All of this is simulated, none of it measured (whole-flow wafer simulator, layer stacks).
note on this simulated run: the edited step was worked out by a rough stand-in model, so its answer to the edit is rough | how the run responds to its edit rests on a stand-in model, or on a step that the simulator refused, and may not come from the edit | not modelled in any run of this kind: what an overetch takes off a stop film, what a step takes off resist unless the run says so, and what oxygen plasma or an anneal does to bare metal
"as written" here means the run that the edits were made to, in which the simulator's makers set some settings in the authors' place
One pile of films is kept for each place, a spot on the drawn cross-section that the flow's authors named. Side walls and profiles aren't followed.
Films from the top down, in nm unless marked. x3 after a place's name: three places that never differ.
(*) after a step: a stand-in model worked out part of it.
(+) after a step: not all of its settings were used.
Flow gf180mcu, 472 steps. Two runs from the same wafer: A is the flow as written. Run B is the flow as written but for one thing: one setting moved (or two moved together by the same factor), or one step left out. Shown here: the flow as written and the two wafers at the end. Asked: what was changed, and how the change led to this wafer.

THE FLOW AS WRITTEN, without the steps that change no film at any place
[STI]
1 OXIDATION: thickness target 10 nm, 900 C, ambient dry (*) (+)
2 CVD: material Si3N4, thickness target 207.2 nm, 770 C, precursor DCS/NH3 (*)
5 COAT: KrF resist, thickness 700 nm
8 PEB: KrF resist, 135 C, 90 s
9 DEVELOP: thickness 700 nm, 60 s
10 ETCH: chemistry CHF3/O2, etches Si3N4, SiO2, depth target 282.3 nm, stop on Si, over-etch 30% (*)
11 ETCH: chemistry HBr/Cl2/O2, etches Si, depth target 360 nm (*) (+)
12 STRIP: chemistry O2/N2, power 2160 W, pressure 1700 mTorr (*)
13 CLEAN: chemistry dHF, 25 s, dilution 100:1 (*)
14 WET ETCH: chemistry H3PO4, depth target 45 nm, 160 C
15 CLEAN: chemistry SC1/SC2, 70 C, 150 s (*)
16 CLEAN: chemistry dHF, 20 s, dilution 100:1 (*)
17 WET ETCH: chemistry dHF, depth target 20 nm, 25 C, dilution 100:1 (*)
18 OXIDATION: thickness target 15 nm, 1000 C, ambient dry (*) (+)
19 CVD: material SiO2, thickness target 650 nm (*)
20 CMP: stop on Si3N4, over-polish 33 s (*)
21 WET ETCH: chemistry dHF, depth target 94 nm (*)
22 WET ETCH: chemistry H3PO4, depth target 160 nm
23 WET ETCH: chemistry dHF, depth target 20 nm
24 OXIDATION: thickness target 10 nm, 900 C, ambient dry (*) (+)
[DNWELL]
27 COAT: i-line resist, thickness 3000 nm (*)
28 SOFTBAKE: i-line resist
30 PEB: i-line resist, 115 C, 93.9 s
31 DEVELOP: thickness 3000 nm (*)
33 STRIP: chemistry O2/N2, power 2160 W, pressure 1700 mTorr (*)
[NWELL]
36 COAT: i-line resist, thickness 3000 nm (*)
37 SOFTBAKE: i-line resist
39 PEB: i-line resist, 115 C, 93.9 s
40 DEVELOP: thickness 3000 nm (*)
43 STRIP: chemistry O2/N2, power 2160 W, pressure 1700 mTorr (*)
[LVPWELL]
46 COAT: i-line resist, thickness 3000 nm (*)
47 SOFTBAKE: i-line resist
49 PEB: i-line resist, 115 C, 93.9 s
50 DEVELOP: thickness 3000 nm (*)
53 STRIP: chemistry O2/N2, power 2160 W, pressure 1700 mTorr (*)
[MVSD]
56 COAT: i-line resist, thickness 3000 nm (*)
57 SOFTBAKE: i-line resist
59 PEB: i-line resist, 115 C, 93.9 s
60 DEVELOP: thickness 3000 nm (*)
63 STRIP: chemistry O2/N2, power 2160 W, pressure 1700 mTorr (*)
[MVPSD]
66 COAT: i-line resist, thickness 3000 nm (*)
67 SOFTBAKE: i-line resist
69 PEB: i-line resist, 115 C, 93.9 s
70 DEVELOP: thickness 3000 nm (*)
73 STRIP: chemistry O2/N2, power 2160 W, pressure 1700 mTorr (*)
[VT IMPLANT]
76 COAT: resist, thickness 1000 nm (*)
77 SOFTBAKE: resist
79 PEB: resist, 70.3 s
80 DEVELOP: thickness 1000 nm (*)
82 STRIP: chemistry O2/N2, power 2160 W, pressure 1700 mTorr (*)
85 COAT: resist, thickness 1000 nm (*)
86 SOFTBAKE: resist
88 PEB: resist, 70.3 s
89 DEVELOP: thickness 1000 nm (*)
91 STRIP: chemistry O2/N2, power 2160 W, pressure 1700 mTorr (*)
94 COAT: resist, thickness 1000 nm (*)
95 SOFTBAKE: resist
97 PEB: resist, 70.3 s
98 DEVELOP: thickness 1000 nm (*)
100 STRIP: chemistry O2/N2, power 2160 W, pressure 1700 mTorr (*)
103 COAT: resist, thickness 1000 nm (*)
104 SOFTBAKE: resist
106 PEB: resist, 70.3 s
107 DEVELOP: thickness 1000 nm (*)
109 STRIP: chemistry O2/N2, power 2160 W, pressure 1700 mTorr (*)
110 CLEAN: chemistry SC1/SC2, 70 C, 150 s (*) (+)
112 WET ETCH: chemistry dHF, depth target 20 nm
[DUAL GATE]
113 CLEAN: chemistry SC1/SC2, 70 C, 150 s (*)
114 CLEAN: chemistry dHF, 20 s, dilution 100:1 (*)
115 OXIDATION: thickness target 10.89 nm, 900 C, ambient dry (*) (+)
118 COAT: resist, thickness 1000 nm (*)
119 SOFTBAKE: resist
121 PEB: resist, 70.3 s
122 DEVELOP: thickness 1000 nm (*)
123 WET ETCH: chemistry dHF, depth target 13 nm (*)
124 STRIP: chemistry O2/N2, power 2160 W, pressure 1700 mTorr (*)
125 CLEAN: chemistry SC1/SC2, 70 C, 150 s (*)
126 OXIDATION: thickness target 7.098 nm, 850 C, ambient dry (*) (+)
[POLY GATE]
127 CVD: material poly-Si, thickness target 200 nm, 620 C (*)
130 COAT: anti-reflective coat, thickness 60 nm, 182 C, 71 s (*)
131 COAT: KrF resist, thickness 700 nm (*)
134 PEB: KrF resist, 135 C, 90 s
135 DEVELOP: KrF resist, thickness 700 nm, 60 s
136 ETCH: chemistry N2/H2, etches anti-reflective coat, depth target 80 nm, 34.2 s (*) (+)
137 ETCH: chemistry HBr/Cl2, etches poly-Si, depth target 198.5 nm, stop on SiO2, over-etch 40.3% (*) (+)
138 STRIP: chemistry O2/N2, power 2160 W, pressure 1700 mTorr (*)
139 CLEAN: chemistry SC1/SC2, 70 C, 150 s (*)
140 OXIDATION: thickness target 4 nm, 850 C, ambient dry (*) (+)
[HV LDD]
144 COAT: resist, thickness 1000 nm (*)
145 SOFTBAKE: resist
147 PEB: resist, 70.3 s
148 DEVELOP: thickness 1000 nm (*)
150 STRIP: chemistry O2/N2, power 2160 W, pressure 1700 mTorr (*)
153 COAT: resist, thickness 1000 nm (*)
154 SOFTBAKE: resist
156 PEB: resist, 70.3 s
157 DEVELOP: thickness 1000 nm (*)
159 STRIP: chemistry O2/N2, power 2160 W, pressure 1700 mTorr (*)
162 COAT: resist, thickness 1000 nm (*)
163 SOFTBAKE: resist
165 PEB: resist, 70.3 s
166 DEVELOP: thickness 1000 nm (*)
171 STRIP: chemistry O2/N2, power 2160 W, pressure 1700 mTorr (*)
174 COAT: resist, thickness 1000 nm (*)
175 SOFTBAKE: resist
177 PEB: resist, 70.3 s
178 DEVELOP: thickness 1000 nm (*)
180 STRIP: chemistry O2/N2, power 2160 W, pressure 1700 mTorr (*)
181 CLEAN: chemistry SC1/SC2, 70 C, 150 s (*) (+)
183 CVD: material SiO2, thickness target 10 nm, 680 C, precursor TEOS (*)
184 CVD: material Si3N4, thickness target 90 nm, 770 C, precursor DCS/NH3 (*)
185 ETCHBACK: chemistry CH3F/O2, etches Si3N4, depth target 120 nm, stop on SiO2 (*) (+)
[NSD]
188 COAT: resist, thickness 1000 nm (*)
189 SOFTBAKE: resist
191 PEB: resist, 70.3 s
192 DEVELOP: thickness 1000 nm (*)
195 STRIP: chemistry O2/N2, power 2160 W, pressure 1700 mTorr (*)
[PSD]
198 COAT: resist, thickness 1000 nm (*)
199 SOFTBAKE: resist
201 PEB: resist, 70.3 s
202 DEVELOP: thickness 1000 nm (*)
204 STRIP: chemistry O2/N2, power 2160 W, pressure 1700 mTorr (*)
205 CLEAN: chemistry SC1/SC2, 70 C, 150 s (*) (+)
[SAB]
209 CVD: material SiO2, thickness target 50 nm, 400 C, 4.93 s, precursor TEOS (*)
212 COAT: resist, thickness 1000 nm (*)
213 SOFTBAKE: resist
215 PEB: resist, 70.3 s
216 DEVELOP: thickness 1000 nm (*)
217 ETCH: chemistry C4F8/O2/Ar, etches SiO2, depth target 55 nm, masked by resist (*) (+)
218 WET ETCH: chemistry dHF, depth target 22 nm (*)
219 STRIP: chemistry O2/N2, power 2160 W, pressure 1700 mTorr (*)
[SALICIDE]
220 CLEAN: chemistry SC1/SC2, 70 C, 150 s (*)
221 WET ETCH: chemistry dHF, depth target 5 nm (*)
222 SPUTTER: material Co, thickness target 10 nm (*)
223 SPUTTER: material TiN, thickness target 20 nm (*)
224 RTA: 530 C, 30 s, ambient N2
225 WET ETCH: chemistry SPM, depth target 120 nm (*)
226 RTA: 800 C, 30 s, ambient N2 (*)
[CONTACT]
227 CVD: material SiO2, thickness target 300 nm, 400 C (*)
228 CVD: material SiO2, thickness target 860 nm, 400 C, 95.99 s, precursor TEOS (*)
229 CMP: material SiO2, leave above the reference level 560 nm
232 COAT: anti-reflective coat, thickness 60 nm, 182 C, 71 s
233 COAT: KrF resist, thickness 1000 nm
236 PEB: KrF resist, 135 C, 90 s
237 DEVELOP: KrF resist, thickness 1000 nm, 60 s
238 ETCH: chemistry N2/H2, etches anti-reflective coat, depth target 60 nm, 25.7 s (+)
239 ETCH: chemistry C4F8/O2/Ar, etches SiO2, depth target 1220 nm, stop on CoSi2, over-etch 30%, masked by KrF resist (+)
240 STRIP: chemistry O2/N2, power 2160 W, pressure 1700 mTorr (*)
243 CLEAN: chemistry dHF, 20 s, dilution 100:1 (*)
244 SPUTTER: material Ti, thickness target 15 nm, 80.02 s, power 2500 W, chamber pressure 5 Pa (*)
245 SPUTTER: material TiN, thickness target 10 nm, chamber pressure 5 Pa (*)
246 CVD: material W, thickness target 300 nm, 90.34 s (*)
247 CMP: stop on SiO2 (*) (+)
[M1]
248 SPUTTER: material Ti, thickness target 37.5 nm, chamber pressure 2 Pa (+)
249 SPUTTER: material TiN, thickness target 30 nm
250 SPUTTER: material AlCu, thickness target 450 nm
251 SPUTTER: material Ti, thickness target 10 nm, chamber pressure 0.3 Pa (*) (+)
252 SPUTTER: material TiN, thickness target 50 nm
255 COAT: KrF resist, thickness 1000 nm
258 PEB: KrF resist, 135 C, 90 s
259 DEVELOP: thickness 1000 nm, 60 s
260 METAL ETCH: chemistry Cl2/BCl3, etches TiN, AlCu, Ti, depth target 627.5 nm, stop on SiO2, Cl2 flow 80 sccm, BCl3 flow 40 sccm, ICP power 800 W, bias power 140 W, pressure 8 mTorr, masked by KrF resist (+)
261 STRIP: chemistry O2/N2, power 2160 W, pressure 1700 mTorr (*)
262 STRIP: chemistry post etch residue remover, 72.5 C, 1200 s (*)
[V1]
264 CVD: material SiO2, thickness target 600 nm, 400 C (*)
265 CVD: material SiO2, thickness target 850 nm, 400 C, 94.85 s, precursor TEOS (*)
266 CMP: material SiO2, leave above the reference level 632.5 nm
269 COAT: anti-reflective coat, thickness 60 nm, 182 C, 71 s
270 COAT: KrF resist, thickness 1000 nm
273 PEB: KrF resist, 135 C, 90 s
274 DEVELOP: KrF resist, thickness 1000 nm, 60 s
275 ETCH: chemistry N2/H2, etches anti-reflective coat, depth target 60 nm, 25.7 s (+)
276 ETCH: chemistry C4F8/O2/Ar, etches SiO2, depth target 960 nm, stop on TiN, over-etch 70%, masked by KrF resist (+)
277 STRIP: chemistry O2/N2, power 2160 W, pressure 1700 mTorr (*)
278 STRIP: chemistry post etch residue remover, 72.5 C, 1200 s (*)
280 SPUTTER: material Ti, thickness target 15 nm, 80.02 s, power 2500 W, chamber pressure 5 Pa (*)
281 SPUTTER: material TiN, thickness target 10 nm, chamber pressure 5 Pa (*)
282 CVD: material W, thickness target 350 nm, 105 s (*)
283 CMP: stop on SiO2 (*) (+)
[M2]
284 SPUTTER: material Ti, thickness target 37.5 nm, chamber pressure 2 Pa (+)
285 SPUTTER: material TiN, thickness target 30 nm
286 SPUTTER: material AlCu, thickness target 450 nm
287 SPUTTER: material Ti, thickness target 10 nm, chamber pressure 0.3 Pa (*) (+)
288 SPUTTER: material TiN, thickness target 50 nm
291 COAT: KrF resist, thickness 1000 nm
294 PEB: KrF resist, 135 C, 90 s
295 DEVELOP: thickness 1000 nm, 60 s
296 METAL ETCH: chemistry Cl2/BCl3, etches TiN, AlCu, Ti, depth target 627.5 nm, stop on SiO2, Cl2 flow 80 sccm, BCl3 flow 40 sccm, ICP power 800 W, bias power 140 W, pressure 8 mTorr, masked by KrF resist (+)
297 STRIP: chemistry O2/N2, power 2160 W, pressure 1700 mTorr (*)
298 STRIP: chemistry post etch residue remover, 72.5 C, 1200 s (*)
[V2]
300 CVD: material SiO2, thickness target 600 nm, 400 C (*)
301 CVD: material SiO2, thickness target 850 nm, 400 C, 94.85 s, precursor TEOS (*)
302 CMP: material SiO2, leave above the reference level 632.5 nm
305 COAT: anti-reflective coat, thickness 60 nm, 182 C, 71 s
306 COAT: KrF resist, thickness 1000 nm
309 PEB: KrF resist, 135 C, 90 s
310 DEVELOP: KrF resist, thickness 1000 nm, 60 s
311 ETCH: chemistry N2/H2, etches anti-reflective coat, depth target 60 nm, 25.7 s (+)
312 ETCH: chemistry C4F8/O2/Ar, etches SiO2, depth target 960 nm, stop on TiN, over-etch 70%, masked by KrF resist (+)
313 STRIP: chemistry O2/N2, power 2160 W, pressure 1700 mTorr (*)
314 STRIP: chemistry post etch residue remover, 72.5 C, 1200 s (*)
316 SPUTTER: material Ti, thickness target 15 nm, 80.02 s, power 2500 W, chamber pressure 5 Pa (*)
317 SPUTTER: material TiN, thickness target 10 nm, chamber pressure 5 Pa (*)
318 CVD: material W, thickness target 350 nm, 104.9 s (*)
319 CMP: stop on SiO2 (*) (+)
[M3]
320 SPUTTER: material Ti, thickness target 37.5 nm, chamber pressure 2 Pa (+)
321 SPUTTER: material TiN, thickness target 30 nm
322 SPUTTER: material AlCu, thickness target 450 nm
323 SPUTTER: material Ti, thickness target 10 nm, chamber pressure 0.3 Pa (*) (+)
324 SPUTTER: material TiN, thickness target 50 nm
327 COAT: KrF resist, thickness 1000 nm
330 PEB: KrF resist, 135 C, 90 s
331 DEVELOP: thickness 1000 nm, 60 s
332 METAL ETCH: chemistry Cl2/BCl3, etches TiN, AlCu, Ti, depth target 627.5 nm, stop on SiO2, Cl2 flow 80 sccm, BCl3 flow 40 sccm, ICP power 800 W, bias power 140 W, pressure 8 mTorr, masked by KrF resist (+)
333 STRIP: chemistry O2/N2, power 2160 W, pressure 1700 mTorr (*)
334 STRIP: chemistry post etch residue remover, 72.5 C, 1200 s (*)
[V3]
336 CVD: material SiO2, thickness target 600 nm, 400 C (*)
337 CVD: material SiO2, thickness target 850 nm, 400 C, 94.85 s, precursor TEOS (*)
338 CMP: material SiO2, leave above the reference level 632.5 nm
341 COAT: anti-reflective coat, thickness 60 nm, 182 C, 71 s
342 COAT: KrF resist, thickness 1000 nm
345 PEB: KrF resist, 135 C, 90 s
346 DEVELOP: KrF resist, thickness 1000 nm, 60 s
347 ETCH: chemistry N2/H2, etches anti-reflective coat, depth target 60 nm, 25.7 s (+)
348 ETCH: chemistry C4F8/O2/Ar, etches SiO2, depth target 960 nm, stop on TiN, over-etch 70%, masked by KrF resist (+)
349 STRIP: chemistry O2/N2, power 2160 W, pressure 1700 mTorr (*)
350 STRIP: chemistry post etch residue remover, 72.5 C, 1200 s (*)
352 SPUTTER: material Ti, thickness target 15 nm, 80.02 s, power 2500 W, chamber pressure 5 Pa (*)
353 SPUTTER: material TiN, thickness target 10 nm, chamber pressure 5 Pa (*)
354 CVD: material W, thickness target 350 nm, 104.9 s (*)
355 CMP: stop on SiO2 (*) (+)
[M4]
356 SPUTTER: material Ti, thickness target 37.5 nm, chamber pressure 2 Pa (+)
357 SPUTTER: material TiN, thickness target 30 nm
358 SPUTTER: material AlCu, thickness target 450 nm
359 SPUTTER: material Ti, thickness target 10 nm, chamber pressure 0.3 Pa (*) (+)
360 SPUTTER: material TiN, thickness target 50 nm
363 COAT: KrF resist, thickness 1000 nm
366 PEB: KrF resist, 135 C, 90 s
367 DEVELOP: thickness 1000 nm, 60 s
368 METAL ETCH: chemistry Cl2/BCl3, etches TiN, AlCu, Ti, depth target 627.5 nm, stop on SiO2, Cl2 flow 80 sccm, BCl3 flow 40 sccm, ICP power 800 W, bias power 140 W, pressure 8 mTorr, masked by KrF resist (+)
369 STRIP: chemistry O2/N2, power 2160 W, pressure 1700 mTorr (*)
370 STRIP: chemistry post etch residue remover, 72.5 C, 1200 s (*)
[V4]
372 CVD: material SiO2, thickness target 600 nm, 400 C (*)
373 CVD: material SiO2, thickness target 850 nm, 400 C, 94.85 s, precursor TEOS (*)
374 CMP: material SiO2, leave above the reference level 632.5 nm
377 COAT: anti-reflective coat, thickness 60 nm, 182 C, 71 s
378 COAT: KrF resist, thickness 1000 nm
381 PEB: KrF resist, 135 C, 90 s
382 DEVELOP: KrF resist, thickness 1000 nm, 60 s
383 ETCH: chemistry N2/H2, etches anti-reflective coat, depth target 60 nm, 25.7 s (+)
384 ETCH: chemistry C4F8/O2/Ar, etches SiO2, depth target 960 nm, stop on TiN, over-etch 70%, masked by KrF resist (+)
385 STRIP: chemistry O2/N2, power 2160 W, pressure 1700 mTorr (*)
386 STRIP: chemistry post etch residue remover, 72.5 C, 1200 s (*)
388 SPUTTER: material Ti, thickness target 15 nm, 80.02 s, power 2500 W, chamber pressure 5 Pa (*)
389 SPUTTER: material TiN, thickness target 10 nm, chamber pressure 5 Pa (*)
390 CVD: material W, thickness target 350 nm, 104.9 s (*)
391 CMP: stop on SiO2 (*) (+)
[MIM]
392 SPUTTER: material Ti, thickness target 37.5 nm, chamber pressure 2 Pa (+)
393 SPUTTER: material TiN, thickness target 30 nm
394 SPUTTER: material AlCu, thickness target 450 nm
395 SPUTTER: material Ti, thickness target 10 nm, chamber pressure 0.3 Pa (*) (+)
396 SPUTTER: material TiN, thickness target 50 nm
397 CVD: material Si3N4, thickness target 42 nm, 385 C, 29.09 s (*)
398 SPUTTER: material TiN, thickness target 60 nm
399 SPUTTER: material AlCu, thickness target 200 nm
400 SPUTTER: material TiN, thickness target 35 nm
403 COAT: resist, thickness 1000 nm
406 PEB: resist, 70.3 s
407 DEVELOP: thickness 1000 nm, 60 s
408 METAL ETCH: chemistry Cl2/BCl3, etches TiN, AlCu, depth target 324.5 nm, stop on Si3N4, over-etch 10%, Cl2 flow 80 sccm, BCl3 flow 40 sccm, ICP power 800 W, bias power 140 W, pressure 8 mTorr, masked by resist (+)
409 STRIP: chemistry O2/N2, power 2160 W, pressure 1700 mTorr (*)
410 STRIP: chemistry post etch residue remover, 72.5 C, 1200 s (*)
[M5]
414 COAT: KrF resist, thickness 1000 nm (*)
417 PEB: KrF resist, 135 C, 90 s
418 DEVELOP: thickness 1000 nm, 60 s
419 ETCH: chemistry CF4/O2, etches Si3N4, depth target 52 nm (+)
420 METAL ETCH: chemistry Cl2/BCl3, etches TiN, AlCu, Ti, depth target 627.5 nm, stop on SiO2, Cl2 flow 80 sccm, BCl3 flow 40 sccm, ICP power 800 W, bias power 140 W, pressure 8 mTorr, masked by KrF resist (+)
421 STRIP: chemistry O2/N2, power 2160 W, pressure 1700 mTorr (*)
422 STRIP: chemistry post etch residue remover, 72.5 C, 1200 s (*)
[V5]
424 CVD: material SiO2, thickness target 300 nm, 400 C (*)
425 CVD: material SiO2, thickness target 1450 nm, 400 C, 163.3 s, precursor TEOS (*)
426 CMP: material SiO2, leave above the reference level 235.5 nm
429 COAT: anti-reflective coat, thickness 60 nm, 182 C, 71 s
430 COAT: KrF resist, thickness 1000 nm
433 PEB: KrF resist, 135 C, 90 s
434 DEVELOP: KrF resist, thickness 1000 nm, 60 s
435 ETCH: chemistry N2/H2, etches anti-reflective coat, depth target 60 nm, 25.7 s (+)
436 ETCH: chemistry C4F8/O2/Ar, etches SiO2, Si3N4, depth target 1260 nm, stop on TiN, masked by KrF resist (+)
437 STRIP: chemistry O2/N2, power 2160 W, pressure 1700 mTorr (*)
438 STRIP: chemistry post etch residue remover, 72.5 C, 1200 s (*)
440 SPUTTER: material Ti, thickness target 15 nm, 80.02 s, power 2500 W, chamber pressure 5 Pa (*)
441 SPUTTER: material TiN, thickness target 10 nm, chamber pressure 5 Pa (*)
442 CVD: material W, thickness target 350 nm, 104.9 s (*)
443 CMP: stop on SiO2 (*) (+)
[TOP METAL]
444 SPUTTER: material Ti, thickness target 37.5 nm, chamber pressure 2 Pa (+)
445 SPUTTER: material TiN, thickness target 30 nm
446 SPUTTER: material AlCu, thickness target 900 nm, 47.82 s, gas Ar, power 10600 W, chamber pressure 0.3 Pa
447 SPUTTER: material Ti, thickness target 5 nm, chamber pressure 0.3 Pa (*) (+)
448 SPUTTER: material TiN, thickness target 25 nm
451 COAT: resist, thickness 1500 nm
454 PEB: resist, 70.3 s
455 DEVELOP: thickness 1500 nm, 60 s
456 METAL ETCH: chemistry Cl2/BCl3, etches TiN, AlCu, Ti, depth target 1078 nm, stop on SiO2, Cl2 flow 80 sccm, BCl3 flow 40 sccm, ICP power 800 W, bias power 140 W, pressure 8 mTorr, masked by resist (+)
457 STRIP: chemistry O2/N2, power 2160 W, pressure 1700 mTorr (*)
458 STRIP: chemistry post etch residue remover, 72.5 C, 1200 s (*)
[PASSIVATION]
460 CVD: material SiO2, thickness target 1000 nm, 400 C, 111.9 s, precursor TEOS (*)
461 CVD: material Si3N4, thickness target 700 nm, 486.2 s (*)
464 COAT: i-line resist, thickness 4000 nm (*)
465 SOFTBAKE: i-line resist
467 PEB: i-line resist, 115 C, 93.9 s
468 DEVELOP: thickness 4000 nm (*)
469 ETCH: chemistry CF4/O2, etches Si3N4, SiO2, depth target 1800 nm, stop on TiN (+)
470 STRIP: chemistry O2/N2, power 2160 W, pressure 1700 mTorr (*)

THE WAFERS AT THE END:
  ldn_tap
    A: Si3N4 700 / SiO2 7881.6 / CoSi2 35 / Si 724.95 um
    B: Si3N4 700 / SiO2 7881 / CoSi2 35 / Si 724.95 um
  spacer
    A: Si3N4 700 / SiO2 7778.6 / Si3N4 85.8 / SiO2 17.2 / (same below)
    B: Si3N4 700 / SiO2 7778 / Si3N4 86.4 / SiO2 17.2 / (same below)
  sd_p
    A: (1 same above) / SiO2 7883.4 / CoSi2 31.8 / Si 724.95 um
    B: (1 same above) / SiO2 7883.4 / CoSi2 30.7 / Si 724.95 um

The cause: step 209, CVD: thickness target 71.2 nm was run, where the flow has thickness target 50 nm; step 209, CVD: 7.025 s was run, where the flow has 4.93 s.

How the change led to this, step by step:
  209 CVD: material SiO2, thickness target 50 nm, 400 C, 4.93 s, precursor TEOS (*)
      field, field__w7, field__w8 and 73 more: A SiO2 +50 | B SiO2 +70.5
      field_sub__w1, field_sub__w3, field_sub__w4, field_sub__w5, ld_drift_n, nplus_u: A SiO2 +48.9 | B SiO2 +69
      (and at 27 more places)
  217 ETCH: chemistry C4F8/O2/Ar, etches SiO2, depth target 55 nm, masked by resist (*) (+)
      spacer: A SiO2 -50 (all of it), Si3N4 -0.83 | B SiO2 -55
  218 WET ETCH: chemistry dHF, depth target 22 nm (*)
      ldn_tap, ldn_src, ldn_drn, ldp_tap, ldp_src, ldp_drn, ldp_gr: A SiO2 -16 (all of it) | B SiO2 -35.3
      ld_drn_n, ld_sd_p: A SiO2 -14.8 (all of it) | B SiO2 -34.1
      (and at 91 more places)
  219 STRIP: chemistry O2/N2, power 2160 W, pressure 1700 mTorr (*)
      active_hv, active_nat, ld_sd_n and 10 more: A chemical SiO2 +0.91 (new film), Si -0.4 | B nothing
  220 CLEAN: chemistry SC1/SC2, 70 C, 150 s (*)
      ld_sd_n: A chemical SiO2 -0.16, Si -0.23 | B SiO2 -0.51 (all of it)
  221 WET ETCH: chemistry dHF, depth target 5 nm (*)
      ldn_tap, ldn_src, ldn_drn, ldp_tap, ldp_src, ldp_drn, ldp_gr: A chemical SiO2 -0.76 (all of it) | B SiO2 -0.85 (all of it)
      active_hv: A chemical SiO2 -0.76 (all of it) | B SiO2 -0.55 (all of it)
      (and at 5 more places)
  223 SPUTTER: material TiN, thickness target 20 nm (*)
      field__w12: A TiN +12 (new film) | B TiN +12.7 (new film)
      sd_p: A TiN +17.9 (new film) | B TiN +17.2 (new film)
      (and at 1 more place)
  224 RTA: 530 C, 30 s, ambient N2
      sd_p: A under 1 film: CoSi +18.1 (new film), Co -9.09 (all of it), Si -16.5 | B under 1 film: CoSi +17.5 (new film), Co -8.78 (all of it), Si -15.9
  225 WET ETCH: chemistry SPM, depth target 120 nm (*)
      field__w12: A TiN -12 (all of it), Co -6.15 (all of it) | B TiN -12.7 (all of it), Co -6.44 (all of it)
      sd_p: A TiN -17.9 (all of it) | B TiN -17.2 (all of it)
      (and at 1 more place)
  226 RTA: 800 C, 30 s, ambient N2 (*)
      sd_p: A CoSi2 +31.8 (new film), CoSi -18.1 (all of it), Si -16.5 | B CoSi2 +30.7 (new film), CoSi -17.5 (all of it), Si -15.9
  229 CMP: material SiO2, leave above the reference level 560 nm
      ldn_sep__w1, ldn_sep__w2, ldn_dft and 8 more: A SiO2 -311 | B SiO2 -319.5
      sti, mim_1p0, pad, dice_street, iso_nw_fld, iso_fld_sub: A SiO2 -296.8 | B SiO2 -305.3
      (and at 43 more places)
